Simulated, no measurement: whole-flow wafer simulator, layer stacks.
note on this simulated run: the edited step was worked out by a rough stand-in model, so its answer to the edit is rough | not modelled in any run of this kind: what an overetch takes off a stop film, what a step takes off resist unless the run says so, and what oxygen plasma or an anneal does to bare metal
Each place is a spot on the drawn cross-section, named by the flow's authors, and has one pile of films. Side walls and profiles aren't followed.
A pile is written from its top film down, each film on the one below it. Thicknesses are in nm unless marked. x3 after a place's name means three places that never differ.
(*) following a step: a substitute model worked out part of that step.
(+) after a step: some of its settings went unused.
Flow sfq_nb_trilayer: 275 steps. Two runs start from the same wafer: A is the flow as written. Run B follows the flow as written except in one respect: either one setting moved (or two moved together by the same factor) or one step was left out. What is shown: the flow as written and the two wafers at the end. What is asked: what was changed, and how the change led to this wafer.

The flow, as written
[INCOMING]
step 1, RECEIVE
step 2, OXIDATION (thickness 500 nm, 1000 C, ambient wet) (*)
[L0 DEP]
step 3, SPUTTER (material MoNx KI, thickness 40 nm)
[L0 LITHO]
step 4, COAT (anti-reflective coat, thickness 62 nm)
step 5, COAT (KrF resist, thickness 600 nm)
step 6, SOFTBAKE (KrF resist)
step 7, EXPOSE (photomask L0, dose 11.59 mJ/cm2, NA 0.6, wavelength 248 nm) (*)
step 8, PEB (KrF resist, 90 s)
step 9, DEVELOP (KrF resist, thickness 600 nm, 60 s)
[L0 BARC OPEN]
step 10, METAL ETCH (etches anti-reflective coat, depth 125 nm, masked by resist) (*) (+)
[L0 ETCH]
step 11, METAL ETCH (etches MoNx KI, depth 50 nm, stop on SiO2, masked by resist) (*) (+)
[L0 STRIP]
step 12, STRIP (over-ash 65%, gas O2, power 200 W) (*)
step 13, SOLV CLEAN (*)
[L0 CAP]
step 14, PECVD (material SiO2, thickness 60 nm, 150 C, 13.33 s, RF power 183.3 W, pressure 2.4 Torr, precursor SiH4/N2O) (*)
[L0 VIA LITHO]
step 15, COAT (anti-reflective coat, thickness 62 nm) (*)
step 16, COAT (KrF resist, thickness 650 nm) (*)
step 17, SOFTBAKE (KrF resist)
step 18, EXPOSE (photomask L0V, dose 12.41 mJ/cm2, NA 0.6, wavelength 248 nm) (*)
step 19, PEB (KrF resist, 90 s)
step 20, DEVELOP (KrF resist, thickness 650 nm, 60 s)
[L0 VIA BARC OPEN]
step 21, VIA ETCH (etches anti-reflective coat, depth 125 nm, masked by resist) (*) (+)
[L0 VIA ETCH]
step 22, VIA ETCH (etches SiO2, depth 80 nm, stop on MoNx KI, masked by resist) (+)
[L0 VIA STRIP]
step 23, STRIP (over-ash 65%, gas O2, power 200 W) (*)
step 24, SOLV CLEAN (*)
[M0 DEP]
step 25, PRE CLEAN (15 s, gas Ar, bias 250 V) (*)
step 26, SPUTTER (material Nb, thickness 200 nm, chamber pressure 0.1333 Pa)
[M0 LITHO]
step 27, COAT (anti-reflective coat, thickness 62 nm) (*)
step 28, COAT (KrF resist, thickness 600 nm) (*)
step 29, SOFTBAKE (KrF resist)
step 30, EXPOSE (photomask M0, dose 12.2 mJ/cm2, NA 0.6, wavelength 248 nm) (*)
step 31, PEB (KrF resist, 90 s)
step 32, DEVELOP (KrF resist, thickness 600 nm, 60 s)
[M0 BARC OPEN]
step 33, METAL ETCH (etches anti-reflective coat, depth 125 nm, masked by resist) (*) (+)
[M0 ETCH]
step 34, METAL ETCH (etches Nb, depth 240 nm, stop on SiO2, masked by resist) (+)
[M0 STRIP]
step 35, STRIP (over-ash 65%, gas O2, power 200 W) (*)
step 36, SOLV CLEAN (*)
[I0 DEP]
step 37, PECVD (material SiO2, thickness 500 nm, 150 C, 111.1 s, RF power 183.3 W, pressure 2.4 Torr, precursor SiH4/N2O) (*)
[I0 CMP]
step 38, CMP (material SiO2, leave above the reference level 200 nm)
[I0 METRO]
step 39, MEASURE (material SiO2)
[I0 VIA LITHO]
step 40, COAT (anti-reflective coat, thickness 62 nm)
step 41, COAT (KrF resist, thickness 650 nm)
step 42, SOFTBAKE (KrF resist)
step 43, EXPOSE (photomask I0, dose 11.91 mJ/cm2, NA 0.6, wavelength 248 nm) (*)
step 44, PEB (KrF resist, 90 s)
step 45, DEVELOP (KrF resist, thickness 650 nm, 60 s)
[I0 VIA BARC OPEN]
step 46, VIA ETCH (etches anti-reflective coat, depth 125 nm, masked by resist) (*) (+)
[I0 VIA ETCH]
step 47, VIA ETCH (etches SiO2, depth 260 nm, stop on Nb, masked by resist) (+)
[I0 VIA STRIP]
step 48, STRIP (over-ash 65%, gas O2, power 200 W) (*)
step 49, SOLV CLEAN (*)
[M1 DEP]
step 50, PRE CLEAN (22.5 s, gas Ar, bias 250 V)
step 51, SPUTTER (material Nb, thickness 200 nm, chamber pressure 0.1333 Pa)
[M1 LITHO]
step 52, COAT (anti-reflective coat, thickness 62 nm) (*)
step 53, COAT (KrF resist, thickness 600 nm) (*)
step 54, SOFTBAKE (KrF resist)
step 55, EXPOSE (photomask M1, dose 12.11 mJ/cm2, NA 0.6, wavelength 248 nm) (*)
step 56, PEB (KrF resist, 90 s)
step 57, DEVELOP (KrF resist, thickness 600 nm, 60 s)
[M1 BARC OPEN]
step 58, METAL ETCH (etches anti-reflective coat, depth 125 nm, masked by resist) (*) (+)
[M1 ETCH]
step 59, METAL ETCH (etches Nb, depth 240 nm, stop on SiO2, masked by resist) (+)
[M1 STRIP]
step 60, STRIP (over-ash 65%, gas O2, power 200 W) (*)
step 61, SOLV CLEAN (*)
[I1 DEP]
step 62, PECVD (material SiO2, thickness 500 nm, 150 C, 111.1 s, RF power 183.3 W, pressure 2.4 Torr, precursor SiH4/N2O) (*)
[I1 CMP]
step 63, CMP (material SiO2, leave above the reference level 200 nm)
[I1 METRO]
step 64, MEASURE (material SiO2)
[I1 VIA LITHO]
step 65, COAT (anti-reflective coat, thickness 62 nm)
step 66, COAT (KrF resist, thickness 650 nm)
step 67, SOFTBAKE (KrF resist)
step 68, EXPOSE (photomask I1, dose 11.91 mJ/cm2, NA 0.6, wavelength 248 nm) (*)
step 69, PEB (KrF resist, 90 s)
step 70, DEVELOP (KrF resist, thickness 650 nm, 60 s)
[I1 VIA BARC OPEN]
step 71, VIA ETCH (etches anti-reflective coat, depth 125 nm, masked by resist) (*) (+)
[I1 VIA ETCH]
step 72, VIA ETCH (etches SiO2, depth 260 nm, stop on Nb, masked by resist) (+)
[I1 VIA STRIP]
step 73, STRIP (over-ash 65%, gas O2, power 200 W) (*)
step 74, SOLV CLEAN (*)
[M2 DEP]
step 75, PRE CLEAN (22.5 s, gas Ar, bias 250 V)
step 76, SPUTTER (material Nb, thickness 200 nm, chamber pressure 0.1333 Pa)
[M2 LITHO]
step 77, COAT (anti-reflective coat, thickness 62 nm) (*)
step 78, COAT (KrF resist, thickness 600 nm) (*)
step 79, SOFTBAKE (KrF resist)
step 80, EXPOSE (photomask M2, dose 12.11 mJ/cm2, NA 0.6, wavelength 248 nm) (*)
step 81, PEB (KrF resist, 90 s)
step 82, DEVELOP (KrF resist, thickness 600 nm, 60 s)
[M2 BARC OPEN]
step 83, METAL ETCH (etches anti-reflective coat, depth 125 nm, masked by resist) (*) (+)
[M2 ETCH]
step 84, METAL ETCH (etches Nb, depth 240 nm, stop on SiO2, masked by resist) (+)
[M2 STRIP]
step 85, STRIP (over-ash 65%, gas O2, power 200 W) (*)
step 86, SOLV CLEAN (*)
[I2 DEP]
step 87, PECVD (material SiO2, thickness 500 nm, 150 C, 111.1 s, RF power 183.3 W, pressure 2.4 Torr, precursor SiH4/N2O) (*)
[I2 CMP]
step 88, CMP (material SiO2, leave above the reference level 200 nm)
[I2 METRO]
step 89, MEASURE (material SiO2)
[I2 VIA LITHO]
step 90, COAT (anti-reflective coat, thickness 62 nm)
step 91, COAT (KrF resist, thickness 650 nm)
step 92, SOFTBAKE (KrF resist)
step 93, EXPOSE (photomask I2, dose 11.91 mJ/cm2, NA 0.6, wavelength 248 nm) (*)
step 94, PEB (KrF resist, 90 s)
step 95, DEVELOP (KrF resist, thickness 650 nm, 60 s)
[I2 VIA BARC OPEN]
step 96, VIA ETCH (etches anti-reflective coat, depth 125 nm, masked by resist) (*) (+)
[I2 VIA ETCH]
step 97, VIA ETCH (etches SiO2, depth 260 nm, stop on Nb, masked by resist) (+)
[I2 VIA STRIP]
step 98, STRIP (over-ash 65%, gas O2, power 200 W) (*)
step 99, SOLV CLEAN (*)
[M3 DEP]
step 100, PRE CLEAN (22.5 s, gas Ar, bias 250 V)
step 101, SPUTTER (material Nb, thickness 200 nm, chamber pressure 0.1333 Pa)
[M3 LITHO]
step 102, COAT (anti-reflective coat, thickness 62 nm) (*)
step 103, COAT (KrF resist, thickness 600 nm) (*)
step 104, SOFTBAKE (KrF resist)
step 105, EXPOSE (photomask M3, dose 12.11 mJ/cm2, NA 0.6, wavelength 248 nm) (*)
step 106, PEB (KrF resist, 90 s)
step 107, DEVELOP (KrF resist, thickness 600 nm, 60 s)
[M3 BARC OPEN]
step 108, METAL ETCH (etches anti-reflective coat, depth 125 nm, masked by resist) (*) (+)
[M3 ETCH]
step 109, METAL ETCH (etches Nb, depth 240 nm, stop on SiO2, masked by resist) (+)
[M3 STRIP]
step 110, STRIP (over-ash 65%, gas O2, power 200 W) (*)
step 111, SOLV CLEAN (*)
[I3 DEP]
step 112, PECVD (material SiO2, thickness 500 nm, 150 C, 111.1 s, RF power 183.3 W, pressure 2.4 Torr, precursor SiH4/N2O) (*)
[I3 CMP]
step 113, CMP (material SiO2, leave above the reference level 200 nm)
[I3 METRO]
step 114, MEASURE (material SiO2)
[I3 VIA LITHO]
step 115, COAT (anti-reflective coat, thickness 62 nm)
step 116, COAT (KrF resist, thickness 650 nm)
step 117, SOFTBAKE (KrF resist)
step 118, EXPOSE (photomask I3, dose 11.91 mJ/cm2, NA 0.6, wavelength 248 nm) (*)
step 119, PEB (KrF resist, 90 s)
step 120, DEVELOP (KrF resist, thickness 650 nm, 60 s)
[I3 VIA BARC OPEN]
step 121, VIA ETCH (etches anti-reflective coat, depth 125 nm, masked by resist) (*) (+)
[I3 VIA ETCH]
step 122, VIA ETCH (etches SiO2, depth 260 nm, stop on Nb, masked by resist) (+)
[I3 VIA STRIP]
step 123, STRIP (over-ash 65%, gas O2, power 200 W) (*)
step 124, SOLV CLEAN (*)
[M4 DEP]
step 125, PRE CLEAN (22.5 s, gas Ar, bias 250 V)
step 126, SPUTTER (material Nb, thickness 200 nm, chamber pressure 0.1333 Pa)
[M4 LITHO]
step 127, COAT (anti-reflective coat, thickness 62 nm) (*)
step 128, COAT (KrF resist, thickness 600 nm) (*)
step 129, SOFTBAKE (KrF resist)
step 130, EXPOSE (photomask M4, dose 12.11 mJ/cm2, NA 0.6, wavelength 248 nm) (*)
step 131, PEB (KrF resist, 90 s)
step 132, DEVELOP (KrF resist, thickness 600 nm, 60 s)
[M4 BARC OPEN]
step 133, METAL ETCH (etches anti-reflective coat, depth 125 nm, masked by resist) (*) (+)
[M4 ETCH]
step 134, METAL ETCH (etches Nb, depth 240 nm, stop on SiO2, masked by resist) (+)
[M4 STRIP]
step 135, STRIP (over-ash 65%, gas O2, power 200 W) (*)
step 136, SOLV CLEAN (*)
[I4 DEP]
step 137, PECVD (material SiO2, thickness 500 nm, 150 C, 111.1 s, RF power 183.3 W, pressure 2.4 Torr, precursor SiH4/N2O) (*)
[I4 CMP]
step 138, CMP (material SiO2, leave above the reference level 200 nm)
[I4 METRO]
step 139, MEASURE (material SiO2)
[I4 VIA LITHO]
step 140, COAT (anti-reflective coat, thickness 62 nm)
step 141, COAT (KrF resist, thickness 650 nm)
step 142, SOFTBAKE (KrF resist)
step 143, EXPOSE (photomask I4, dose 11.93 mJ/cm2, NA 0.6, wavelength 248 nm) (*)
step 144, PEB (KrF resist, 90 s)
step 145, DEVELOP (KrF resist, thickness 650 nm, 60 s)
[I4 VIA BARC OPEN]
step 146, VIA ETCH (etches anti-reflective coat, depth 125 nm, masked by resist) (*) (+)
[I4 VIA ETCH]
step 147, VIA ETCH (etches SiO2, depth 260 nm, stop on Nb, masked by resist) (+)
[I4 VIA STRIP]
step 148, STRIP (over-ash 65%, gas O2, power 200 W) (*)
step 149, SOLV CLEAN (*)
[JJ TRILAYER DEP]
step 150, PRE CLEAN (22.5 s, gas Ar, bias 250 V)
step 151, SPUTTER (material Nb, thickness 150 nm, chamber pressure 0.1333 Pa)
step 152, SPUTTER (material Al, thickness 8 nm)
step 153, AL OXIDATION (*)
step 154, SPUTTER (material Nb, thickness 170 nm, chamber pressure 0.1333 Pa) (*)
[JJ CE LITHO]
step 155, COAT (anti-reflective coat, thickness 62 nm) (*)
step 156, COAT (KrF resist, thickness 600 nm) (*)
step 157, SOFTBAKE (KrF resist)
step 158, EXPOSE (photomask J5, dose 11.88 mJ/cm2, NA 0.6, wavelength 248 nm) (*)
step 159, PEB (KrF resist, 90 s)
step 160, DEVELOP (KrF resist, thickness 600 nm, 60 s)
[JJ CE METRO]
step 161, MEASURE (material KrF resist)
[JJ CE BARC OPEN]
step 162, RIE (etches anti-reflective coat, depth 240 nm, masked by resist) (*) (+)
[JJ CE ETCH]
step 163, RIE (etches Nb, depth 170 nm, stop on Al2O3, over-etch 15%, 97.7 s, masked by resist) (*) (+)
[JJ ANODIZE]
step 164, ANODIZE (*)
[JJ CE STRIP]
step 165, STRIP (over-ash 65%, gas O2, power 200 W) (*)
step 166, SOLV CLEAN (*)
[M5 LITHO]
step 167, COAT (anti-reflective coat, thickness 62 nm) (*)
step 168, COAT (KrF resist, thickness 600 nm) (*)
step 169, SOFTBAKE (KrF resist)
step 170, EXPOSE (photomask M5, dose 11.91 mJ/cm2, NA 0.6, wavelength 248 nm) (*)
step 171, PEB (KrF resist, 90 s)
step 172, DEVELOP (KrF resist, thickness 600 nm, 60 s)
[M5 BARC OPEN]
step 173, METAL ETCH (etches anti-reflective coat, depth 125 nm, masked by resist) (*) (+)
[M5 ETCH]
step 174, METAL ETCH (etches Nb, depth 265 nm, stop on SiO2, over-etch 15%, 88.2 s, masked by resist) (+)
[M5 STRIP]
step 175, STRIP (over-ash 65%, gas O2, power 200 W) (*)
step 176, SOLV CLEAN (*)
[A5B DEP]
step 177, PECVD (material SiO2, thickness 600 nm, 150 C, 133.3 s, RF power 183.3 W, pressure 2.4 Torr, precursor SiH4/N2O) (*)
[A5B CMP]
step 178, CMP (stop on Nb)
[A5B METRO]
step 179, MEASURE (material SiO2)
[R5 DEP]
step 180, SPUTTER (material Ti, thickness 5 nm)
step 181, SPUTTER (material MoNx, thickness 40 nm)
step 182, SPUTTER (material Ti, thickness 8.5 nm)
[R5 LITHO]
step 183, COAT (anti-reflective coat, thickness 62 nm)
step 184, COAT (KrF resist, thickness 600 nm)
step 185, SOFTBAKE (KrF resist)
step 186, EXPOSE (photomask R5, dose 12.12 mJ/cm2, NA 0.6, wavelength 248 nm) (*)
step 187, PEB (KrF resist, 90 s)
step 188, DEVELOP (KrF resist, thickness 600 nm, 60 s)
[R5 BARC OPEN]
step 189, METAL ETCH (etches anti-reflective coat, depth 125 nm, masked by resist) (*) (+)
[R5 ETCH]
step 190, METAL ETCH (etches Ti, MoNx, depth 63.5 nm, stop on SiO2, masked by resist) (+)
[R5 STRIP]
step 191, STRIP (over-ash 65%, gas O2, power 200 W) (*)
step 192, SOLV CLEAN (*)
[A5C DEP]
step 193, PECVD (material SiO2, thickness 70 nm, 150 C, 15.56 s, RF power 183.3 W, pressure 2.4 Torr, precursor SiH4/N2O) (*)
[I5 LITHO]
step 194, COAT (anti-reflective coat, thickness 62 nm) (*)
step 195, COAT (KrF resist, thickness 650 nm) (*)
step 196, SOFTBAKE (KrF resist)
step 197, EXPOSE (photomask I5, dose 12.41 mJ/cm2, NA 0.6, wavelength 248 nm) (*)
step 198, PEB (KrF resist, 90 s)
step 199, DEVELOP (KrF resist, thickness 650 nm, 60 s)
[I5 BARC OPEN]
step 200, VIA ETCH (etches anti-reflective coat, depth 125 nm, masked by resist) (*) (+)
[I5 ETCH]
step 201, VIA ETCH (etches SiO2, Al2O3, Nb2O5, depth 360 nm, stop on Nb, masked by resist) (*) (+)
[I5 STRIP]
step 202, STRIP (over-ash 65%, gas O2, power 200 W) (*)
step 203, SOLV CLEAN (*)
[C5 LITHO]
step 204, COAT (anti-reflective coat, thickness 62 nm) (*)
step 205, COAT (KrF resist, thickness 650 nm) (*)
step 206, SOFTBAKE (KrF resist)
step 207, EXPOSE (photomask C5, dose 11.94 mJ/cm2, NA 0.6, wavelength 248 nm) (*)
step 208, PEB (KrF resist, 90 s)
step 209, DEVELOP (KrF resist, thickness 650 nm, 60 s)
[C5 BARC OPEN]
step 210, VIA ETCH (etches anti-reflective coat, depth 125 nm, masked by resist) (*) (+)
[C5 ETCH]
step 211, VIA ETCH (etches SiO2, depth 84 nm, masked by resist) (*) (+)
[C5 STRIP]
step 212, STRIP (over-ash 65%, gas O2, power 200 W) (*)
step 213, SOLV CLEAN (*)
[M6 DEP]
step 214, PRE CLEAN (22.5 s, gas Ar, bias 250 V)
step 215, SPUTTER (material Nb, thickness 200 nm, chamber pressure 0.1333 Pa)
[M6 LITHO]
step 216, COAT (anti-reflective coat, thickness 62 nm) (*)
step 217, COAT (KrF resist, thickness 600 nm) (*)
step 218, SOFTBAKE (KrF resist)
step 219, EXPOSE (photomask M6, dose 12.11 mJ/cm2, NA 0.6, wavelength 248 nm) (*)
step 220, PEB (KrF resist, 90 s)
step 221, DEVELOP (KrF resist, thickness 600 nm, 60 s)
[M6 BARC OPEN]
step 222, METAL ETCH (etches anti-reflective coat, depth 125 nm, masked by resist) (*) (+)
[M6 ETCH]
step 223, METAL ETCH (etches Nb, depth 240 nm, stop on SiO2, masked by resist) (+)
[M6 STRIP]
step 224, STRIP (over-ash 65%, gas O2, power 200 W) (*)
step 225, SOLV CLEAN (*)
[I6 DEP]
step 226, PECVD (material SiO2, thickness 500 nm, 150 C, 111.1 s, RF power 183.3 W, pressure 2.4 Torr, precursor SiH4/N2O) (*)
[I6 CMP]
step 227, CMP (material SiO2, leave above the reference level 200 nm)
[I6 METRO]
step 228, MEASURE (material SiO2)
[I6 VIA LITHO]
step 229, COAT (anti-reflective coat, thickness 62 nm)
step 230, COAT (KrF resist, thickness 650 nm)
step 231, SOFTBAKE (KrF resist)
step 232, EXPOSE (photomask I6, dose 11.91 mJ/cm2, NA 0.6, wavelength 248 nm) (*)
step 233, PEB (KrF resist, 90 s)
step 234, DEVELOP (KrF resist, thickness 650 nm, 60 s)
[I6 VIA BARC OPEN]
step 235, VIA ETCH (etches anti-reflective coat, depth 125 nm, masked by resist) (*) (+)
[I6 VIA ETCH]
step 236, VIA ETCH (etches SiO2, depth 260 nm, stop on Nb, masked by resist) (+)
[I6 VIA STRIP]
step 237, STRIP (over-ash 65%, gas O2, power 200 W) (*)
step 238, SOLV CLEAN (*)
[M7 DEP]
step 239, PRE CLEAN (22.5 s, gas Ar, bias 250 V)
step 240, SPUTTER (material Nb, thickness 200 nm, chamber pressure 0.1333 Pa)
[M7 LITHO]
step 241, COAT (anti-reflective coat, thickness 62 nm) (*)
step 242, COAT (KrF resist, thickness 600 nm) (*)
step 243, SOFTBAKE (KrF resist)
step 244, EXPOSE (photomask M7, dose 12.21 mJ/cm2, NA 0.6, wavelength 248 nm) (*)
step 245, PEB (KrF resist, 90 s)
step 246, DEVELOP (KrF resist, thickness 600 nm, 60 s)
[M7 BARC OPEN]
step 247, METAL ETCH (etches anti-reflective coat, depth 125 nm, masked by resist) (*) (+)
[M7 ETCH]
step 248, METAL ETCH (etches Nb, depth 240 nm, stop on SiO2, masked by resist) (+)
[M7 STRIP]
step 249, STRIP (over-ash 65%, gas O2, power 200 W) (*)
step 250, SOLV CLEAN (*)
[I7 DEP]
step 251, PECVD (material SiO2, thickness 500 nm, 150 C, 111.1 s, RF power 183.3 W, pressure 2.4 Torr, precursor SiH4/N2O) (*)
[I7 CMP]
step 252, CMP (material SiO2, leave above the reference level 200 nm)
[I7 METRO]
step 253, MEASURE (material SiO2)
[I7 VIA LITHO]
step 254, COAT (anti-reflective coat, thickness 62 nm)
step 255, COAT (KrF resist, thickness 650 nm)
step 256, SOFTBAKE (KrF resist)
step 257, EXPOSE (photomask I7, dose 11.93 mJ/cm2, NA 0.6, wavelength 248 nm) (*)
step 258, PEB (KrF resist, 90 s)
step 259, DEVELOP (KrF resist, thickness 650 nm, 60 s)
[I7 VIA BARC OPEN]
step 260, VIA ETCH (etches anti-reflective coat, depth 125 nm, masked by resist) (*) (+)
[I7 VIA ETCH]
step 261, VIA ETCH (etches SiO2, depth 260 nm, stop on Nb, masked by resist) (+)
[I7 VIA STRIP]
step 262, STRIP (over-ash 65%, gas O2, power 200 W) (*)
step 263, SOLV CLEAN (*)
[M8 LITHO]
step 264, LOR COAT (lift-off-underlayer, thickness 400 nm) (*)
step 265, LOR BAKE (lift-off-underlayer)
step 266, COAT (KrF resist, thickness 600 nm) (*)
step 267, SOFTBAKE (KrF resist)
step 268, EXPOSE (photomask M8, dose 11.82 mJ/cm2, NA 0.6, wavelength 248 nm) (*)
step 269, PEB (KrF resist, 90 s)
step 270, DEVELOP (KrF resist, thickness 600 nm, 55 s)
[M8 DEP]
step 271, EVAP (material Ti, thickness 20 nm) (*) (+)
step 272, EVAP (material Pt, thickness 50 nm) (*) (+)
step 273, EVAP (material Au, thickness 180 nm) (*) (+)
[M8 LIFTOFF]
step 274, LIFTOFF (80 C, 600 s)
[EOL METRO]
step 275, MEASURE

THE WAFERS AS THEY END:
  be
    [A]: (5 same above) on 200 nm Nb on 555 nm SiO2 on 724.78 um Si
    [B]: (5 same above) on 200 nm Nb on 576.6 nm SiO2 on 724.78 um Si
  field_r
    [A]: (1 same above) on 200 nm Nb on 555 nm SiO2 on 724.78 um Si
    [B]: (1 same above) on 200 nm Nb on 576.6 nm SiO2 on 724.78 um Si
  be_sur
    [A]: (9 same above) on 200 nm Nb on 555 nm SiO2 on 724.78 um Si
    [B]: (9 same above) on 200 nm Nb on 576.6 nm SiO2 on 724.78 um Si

What caused this: step 14, PECVD: thickness 81.6 nm was run, while the flow as written has thickness 60 nm; step 14, PECVD: 18.13 s was run, where the flow has 13.33 s.

How this came from the change, step by step:
  step 14, PECVD (material SiO2, thickness 60 nm, 150 C, 13.33 s, RF power 183.3 W, pressure 2.4 Torr, precursor SiH4/N2O) (*)
      v_sur, via_wl, via_w and 97 more: A +60 SiO2 | B +81.6 SiO2
      field_l, l0_sur, l0v, l0r_line_l, l0r_line_c, l0r_line_r: A +60 SiO2 (new film) | B +81.6 SiO2 (new film)
  step 22, VIA ETCH (etches SiO2, depth 80 nm, stop on MoNx KI, masked by resist) (+)
      l0v: A -59.8 SiO2 (all of it) | B -80 SiO2
  step 25, PRE CLEAN (15 s, gas Ar, bias 250 V) (*)
      l0v: A -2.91 MoNx KI | B -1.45 SiO2 (all of it), -2.22 MoNx KI
  step 27, COAT (anti-reflective coat, thickness 62 nm) (*)
      l0_sur: A +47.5 anti-reflective coat (new film) | B +46 anti-reflective coat (new film)
      l0v: A +78 anti-reflective coat (new film) | B +83.2 anti-reflective coat (new film)
  step 28, COAT (KrF resist, thickness 600 nm) (*)
      l0v: A +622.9 KrF resist (new film) | B +637 KrF resist (new film)
  step 35, STRIP (over-ash 65%, gas O2, power 200 W) (*)
      l0_sur: A -372 KrF resist (all of it), -47.5 anti-reflective coat (all of it) | B -369.7 KrF resist (all of it), -46 anti-reflective coat (all of it)
      l0v: A -405.3 KrF resist (all of it), -78 anti-reflective coat (all of it) | B -419.3 KrF resist (all of it), -83.2 anti-reflective coat (all of it)
  step 38, CMP (material SiO2, leave above the reference level 200 nm)
      l0v: A -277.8 SiO2 | B -253.2 SiO2
